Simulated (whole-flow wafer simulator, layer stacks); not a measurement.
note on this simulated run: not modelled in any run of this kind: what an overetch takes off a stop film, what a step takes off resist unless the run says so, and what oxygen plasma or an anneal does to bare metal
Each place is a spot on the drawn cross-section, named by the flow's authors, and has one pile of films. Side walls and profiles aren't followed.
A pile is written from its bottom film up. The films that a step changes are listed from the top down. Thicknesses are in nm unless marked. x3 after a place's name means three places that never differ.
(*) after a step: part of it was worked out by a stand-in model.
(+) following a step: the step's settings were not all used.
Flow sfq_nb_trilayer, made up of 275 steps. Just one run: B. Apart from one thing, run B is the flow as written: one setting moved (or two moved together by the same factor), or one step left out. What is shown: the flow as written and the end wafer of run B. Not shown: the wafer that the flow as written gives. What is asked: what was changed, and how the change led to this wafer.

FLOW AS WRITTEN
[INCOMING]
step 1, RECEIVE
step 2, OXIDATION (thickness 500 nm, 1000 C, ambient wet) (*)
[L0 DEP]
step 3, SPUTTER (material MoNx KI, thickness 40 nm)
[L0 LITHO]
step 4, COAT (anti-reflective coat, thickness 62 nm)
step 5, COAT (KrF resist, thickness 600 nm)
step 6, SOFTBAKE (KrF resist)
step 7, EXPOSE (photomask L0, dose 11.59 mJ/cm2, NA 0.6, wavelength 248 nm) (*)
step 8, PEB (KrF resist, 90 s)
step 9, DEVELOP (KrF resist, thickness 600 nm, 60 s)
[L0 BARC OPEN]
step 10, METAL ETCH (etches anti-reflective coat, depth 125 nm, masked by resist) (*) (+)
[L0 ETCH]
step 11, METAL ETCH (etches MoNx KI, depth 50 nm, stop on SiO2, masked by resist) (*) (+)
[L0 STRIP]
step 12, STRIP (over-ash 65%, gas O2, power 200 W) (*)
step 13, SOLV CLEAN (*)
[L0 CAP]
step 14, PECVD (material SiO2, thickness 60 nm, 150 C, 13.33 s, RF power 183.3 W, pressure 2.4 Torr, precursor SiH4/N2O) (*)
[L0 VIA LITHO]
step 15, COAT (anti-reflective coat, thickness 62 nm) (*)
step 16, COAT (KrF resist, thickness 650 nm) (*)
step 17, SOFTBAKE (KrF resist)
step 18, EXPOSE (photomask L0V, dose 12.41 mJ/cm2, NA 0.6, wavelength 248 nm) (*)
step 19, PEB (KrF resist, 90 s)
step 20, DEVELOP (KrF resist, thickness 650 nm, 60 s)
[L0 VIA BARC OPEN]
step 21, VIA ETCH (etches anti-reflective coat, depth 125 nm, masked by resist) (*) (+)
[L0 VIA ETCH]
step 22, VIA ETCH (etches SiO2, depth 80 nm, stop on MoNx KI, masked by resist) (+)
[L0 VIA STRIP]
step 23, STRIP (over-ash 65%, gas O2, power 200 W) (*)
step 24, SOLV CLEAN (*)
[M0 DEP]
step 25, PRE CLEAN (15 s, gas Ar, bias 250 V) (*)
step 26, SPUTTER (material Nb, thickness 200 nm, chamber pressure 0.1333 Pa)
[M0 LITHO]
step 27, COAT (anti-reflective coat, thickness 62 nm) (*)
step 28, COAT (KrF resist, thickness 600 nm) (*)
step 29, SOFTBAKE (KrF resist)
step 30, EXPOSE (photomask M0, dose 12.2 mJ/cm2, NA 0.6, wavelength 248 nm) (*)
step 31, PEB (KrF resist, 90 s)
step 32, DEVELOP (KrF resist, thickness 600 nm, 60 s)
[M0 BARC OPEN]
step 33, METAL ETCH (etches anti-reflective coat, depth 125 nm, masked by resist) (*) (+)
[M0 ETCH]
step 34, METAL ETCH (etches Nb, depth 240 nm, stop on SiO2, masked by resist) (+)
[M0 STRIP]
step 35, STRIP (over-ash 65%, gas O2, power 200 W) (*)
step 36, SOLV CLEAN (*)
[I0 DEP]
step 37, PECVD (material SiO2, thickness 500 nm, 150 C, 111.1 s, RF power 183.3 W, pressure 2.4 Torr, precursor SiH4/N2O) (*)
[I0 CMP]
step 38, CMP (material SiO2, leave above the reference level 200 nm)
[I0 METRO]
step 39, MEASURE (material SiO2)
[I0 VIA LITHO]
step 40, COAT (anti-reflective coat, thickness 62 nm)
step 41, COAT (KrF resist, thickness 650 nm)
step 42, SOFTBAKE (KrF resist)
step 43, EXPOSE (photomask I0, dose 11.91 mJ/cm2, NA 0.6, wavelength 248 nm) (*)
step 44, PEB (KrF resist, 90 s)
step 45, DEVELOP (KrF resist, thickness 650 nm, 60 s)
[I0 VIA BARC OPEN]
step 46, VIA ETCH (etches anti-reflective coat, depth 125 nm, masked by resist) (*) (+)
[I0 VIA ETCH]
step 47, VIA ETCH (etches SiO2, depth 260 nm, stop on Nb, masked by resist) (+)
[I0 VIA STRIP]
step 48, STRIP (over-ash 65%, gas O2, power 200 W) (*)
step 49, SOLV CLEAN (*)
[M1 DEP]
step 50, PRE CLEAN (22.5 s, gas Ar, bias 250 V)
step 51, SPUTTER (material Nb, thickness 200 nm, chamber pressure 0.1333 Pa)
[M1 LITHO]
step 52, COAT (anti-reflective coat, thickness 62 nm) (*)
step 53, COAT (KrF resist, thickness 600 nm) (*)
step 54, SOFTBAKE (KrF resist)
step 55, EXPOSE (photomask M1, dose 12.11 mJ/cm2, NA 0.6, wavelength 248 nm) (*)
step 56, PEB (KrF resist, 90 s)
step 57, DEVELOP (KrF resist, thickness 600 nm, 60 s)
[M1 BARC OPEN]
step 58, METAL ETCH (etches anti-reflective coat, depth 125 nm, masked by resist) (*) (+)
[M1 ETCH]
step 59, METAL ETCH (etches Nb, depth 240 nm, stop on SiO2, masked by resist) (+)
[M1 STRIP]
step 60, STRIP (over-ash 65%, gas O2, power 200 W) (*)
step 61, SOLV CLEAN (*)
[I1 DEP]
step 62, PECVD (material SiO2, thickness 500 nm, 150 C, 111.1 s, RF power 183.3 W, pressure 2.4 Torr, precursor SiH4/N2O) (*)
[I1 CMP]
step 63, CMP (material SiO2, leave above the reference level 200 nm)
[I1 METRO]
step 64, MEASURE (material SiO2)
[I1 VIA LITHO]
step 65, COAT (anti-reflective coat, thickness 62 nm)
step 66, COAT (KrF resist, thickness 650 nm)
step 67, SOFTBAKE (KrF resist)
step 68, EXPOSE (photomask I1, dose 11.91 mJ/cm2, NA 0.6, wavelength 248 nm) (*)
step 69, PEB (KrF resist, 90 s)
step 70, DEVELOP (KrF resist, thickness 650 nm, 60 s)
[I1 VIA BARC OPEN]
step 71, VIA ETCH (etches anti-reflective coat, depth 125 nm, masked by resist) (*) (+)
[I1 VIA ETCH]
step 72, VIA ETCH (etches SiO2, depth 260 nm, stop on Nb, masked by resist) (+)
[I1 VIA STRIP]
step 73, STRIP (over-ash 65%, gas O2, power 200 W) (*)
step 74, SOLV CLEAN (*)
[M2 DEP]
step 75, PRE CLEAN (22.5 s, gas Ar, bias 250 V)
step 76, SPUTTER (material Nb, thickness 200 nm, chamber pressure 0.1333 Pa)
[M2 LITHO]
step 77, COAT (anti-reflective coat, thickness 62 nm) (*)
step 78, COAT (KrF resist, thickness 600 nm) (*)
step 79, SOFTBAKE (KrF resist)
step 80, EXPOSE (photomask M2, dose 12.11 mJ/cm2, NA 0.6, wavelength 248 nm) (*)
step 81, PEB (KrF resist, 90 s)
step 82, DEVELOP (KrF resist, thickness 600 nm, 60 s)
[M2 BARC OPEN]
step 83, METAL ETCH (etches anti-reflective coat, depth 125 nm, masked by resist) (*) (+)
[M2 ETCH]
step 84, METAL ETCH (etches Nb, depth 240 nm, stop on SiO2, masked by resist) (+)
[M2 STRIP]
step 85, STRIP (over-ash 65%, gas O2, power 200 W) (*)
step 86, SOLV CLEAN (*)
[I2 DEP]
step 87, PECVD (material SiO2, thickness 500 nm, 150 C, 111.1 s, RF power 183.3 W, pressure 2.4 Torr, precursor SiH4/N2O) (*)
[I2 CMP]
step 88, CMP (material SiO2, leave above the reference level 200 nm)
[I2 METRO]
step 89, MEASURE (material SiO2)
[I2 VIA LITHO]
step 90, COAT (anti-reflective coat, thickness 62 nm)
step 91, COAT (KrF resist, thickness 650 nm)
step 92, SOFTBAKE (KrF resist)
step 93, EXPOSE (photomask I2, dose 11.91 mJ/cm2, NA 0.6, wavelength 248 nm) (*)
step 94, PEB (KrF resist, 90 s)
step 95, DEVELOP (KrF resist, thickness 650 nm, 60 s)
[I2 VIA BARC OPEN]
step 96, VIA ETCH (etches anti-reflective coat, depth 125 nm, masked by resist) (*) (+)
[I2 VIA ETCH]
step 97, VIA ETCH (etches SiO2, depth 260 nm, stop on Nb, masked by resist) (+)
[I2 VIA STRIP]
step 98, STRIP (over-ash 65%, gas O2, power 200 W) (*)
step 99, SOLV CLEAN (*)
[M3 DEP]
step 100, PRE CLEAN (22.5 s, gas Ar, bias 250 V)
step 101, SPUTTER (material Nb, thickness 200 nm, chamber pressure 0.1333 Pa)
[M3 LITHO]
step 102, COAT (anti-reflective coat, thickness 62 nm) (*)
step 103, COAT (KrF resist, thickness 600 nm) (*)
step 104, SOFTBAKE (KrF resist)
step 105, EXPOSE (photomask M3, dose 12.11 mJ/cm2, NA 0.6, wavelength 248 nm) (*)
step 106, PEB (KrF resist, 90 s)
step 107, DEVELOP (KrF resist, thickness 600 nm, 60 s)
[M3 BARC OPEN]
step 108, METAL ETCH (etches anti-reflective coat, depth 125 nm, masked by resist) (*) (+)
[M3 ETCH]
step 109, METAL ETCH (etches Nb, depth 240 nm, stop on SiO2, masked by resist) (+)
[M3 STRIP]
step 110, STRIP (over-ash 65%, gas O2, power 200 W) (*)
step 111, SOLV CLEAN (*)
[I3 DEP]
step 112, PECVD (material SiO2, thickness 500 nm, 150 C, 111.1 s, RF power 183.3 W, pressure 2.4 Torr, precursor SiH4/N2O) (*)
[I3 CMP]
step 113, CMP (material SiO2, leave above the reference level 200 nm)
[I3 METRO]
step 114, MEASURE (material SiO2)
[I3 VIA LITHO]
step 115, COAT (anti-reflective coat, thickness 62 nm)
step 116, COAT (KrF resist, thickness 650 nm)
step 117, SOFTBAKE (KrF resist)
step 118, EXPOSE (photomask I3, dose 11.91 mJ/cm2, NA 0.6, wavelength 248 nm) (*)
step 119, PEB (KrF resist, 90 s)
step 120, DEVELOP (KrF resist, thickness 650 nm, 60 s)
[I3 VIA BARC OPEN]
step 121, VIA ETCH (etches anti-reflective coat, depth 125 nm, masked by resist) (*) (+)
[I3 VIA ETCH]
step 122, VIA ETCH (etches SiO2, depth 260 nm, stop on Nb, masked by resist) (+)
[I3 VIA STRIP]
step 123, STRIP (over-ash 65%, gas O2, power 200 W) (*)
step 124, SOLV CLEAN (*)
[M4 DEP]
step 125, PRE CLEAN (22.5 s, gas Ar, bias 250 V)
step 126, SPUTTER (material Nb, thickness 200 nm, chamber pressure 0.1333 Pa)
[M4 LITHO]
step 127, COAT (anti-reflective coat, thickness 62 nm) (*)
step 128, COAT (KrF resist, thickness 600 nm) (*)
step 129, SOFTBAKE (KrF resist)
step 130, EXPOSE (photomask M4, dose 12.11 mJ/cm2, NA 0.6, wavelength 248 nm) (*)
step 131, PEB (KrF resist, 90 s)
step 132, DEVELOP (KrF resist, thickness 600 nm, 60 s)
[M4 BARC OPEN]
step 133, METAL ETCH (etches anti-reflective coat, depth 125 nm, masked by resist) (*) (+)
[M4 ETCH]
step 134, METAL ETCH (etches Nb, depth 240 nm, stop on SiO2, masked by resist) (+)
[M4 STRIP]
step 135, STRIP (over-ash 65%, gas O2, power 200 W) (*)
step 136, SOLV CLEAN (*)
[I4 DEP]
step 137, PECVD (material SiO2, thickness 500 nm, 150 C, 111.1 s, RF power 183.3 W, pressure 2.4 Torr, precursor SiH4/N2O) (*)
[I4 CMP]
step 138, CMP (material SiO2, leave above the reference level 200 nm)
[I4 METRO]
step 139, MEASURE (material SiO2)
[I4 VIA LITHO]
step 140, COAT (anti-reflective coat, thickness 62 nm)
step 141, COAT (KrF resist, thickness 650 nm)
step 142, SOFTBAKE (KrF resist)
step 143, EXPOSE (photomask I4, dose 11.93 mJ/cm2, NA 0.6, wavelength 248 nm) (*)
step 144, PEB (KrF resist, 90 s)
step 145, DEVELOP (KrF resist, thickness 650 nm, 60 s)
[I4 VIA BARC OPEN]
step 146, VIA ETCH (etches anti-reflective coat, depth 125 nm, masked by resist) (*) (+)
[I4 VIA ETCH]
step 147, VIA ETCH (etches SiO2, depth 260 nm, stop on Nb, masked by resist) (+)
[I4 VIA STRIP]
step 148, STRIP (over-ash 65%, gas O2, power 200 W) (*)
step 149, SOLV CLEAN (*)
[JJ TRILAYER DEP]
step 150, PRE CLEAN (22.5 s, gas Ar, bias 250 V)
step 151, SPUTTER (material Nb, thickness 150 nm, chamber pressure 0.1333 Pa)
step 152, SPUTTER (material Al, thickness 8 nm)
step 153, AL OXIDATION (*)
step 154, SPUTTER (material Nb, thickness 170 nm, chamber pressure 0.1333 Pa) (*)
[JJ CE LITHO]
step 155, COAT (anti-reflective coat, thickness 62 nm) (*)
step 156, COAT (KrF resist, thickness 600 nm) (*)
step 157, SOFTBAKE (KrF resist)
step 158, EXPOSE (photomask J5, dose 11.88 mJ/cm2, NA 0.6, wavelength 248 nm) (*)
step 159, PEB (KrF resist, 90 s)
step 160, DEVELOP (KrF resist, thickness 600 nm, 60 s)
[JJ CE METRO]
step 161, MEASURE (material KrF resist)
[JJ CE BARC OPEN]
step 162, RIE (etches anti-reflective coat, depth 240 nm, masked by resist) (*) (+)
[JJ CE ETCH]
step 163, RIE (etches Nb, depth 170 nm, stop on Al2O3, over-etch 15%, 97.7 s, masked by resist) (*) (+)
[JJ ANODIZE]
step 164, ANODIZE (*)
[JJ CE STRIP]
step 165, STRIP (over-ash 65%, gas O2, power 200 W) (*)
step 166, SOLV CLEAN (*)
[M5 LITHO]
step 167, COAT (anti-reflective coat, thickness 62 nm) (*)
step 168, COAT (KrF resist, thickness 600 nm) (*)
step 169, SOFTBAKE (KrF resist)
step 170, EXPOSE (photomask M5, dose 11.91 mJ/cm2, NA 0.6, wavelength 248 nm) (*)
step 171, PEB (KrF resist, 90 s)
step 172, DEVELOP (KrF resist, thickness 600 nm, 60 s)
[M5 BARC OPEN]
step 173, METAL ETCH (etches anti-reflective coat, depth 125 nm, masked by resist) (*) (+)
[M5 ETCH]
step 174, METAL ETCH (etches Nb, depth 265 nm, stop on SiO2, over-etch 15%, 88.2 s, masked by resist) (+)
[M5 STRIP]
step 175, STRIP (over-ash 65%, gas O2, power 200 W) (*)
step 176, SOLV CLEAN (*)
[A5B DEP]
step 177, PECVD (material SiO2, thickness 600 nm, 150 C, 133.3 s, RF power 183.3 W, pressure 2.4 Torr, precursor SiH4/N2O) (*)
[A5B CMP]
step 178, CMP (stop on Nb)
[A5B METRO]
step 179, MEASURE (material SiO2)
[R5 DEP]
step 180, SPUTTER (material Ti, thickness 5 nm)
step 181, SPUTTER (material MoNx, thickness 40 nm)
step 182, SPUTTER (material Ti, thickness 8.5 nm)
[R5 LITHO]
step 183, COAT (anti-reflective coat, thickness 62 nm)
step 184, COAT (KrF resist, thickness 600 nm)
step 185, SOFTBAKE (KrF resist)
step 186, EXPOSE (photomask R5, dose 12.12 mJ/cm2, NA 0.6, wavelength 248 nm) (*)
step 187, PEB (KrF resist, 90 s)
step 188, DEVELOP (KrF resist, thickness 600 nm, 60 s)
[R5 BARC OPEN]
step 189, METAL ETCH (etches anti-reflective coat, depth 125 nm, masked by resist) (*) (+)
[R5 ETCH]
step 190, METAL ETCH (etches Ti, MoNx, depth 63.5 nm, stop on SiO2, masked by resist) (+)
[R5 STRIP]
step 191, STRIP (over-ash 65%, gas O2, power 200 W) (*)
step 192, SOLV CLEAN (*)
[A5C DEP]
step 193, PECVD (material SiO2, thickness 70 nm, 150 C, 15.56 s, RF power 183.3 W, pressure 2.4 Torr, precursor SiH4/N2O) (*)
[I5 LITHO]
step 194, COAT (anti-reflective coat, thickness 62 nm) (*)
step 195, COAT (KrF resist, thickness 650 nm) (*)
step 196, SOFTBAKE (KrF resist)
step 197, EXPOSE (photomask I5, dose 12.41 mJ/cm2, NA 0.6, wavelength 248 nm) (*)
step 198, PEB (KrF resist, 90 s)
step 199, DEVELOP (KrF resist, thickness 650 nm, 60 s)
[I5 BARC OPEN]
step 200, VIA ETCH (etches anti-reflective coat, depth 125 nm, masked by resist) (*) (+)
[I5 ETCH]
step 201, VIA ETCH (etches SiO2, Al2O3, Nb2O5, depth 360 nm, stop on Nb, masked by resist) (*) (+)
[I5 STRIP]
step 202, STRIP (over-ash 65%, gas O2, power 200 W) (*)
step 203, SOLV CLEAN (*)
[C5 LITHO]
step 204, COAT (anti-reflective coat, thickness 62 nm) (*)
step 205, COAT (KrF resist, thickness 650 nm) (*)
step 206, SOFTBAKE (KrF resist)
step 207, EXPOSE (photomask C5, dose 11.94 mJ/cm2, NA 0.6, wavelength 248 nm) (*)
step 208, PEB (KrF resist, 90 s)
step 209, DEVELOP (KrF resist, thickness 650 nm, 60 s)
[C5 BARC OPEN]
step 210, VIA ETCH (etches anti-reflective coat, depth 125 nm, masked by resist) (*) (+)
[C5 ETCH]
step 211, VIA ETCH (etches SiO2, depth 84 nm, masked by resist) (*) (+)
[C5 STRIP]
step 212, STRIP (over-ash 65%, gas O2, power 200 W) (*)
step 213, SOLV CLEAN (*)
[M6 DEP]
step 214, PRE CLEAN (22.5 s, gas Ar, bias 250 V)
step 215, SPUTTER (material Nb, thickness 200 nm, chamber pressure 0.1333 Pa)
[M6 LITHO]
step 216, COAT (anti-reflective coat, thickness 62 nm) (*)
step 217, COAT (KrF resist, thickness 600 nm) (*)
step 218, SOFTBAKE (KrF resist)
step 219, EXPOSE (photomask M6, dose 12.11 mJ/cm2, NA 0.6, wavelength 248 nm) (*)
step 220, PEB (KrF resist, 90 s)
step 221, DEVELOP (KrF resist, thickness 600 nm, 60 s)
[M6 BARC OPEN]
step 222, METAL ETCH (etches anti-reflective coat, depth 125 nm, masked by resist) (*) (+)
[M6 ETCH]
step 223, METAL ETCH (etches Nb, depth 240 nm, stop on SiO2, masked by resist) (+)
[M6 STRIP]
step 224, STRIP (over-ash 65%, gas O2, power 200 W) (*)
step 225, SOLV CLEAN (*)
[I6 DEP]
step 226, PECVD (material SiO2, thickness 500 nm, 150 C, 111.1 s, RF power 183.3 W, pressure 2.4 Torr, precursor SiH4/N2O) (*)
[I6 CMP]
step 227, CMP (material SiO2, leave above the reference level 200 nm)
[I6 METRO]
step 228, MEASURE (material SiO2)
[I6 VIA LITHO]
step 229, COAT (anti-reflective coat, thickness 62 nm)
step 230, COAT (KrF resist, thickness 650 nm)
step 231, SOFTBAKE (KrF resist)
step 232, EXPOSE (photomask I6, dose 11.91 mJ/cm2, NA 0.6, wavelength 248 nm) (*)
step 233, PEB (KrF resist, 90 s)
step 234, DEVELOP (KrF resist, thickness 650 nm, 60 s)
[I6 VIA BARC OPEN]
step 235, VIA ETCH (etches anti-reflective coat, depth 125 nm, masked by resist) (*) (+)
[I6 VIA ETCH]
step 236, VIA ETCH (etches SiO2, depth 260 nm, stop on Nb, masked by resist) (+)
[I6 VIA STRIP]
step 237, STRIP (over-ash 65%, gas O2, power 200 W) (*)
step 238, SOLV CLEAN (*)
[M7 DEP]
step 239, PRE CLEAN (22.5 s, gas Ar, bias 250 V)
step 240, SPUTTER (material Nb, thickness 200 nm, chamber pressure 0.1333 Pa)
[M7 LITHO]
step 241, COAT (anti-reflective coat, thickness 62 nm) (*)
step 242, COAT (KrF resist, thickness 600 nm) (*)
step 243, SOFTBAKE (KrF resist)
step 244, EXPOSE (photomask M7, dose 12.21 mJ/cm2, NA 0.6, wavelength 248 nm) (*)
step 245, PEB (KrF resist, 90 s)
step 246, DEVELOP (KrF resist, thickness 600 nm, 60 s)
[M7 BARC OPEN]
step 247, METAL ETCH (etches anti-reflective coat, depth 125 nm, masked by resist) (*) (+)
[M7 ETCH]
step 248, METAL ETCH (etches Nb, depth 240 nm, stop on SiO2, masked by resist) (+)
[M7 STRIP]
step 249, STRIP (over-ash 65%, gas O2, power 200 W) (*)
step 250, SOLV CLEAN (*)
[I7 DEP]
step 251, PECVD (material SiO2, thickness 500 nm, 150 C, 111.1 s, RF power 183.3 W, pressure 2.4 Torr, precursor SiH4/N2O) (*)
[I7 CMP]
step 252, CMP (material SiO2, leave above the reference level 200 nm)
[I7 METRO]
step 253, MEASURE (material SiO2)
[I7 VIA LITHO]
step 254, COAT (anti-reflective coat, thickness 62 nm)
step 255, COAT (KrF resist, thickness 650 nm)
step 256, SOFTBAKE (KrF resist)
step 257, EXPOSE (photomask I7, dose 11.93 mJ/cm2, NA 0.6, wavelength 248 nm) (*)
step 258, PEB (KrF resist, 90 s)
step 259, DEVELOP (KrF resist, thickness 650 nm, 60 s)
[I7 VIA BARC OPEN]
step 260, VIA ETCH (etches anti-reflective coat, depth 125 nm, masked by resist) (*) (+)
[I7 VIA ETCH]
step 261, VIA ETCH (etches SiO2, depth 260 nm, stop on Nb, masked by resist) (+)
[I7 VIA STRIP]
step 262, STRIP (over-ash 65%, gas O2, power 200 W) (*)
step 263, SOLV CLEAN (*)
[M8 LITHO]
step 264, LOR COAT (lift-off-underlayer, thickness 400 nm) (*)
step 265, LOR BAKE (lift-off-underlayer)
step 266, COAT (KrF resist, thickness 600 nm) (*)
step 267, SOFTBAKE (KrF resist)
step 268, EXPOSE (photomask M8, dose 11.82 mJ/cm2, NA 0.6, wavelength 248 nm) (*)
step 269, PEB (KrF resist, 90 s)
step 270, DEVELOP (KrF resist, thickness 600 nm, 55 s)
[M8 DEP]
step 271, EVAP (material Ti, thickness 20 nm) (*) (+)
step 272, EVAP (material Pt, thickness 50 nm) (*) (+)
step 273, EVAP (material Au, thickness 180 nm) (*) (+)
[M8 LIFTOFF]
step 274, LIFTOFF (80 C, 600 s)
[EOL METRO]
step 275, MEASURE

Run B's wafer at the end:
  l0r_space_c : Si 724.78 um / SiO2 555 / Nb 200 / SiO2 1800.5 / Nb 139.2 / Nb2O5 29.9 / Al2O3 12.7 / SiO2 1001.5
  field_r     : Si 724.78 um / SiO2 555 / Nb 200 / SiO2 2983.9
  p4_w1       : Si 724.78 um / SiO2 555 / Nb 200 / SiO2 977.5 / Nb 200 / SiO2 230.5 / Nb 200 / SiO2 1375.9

Cause: step 113, CMP: leave above the reference level 238 nm was run, though the flow has leave above the reference level 200 nm.

How this came from the change, step by step:
  step 113, CMP (material SiO2, leave above the reference level 200 nm)
      field_l, be, be_sur and 64 more: SiO2 loses 62 (it would be, as written: SiO2 loses 100)
      v_sur, via_wl, via_wr and 27 more: SiO2 loses 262 (it would be, as written: SiO2 loses 300)
      (as well as at 9 more places)
  step 122, VIA ETCH (etches SiO2, depth 260 nm, stop on Nb, masked by resist) (+)
      via_v: SiO2 loses 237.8 (all of it) (it would be, as written: SiO2 loses 199.8 (all of it))
  step 126, SPUTTER (material Nb, thickness 200 nm, chamber pressure 0.1333 Pa)
      via_v: Nb gains 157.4 (it would be, as written: Nb gains 165.5)
  step 127, COAT (anti-reflective coat, thickness 62 nm) (*)
      via_v: anti-reflective coat gains 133 (new film) (it would be, as written: anti-reflective coat gains 124.8 (new film))
  step 128, COAT (KrF resist, thickness 600 nm) (*)
      via_v: KrF resist gains 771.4 (new film) (it would be, as written: KrF resist gains 739.8 (new film))
  step 135, STRIP (over-ash 65%, gas O2, power 200 W) (*)
      via_v: KrF resist loses 553.3 (all of it), anti-reflective coat loses 133 (all of it) (it would be, as written: KrF resist loses 521.8 (all of it), anti-reflective coat loses 124.8 (all of it))
  step 137, PECVD (material SiO2, thickness 500 nm, 150 C, 111.1 s, RF power 183.3 W, pressure 2.4 Torr, precursor SiH4/N2O) (*)
      via_v: SiO2 gains 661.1 (new film) (it would be, as written: SiO2 gains 615 (new film))
